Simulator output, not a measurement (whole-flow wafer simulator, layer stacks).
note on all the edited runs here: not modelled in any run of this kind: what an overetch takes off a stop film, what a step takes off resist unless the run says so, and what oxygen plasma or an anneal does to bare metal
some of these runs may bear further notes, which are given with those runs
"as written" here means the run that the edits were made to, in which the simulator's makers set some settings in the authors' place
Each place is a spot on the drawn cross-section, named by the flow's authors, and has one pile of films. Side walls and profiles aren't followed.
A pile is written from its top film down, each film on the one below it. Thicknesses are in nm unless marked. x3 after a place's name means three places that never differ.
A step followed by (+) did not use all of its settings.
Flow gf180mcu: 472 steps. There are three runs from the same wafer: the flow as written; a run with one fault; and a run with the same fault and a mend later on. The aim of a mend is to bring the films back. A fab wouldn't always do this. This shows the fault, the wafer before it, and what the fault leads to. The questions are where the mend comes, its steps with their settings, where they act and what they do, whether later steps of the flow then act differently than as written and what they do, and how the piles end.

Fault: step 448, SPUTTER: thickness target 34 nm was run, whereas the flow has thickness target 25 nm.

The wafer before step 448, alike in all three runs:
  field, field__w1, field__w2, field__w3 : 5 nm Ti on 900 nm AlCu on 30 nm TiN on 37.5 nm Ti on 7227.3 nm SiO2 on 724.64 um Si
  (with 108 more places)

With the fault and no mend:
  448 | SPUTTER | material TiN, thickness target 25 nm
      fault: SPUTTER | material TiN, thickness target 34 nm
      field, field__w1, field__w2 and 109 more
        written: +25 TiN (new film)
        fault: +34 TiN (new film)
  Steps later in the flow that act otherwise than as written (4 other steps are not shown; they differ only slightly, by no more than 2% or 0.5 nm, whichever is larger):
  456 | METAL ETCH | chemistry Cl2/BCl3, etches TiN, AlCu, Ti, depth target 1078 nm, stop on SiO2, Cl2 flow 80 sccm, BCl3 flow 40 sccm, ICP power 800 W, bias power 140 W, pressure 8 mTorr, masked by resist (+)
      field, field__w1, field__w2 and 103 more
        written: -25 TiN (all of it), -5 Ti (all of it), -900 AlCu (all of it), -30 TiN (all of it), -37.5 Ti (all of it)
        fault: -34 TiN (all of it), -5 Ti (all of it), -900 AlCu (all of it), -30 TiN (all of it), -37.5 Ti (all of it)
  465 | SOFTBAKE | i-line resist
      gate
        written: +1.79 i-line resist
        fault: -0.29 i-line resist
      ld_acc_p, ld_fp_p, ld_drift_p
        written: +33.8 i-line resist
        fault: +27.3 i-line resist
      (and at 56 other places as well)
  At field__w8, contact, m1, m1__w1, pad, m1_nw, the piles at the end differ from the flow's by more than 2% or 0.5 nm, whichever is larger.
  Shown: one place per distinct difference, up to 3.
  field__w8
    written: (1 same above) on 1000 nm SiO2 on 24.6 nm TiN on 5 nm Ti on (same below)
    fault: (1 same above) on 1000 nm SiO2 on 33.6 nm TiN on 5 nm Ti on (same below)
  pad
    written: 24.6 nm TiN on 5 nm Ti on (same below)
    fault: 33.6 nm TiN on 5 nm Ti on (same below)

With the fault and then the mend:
  The mend stands after step 448.
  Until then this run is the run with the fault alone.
  448a | METAL ETCH | chemistry Cl2/BCl3, etches TiN, AlCu, Ti, depth target 9 nm, Cl2 flow 80 sccm, BCl3 flow 40 sccm, ICP power 800 W, bias power 140 W, pressure 8 mTorr (the flow's step 260 again, with other settings)
      field, field__w1, field__w2 and 109 more
        -9 TiN
  None of the later steps of the flow acts differently than as written at any place that is followed.
  At every place that both follow, the piles at the end match the flow's.
